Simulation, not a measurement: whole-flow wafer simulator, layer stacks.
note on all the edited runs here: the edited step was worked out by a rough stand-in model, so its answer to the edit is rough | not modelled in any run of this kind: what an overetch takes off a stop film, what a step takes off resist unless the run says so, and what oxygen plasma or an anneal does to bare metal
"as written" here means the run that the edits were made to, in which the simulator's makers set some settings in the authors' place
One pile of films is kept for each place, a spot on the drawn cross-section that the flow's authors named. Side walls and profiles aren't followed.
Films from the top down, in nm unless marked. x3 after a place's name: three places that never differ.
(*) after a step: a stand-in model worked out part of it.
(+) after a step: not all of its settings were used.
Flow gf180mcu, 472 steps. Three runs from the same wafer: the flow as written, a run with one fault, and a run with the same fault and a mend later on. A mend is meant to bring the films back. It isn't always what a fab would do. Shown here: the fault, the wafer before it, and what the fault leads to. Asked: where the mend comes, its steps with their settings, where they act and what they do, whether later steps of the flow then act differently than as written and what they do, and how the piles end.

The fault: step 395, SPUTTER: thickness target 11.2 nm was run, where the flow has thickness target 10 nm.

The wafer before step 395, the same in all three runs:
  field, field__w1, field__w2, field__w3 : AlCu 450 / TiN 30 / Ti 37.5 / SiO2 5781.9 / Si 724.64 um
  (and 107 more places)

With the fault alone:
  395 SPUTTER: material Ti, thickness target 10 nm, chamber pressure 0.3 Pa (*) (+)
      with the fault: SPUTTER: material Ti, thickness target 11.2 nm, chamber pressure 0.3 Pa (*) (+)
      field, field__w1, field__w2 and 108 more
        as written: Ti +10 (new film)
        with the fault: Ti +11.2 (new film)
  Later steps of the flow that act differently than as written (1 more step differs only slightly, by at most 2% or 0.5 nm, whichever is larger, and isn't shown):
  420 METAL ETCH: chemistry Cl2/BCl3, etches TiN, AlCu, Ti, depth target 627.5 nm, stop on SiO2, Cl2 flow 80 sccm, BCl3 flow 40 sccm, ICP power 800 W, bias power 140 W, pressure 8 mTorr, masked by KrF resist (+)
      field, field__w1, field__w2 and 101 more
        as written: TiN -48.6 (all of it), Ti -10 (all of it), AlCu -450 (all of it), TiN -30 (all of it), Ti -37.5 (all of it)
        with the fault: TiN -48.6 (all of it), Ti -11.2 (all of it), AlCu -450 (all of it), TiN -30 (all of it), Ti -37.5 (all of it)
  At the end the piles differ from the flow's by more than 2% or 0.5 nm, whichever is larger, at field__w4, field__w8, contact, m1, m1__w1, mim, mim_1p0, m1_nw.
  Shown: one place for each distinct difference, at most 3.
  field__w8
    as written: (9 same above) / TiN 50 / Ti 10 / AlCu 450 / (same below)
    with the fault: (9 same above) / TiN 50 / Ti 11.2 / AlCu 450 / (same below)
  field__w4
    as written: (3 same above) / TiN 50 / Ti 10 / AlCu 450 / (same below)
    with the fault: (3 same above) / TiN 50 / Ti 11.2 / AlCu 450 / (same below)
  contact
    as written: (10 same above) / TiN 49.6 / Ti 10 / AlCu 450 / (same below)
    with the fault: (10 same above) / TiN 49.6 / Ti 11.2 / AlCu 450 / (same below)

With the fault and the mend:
  The mend comes after step 419.
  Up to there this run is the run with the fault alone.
  420 METAL ETCH: chemistry Cl2/BCl3, etches TiN, AlCu, Ti, depth target 628.7 nm, stop on SiO2, Cl2 flow 80 sccm, BCl3 flow 40 sccm, ICP power 800 W, bias power 140 W, pressure 8 mTorr, masked by KrF resist (+) (the flow's step 420, which as written has depth target 627.5 nm)
      field, field__w1, field__w2 and 101 more
        TiN -48.6 (all of it), Ti -11.2 (all of it), AlCu -450 (all of it), TiN -30 (all of it), Ti -37.5 (all of it)
      field__w4, field__w8, contact, m1, m1__w1, mim, mim_1p0, m1_nw
        KrF resist -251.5
  No later step of the flow acts differently than as written, at any place that is followed, by more than 2% or 0.5 nm, whichever is larger.
  At the end the piles differ from the flow's by more than 2% or 0.5 nm, whichever is larger, at field__w4, field__w8, contact, m1, m1__w1, mim, mim_1p0, m1_nw.
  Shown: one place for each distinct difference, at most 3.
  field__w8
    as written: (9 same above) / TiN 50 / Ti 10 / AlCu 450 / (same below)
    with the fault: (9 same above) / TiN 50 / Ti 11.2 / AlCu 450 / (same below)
    with the mend: (9 same above) / TiN 50 / Ti 11.2 / AlCu 450 / (same below)
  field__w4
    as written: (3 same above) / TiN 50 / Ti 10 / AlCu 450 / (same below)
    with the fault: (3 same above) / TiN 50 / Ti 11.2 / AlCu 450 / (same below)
    with the mend: (3 same above) / TiN 50 / Ti 11.2 / AlCu 450 / (same below)
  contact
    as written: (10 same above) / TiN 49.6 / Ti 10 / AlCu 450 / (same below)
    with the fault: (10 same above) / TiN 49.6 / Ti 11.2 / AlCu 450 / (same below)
    with the mend: (10 same above) / TiN 49.6 / Ti 11.2 / AlCu 450 / (same below)
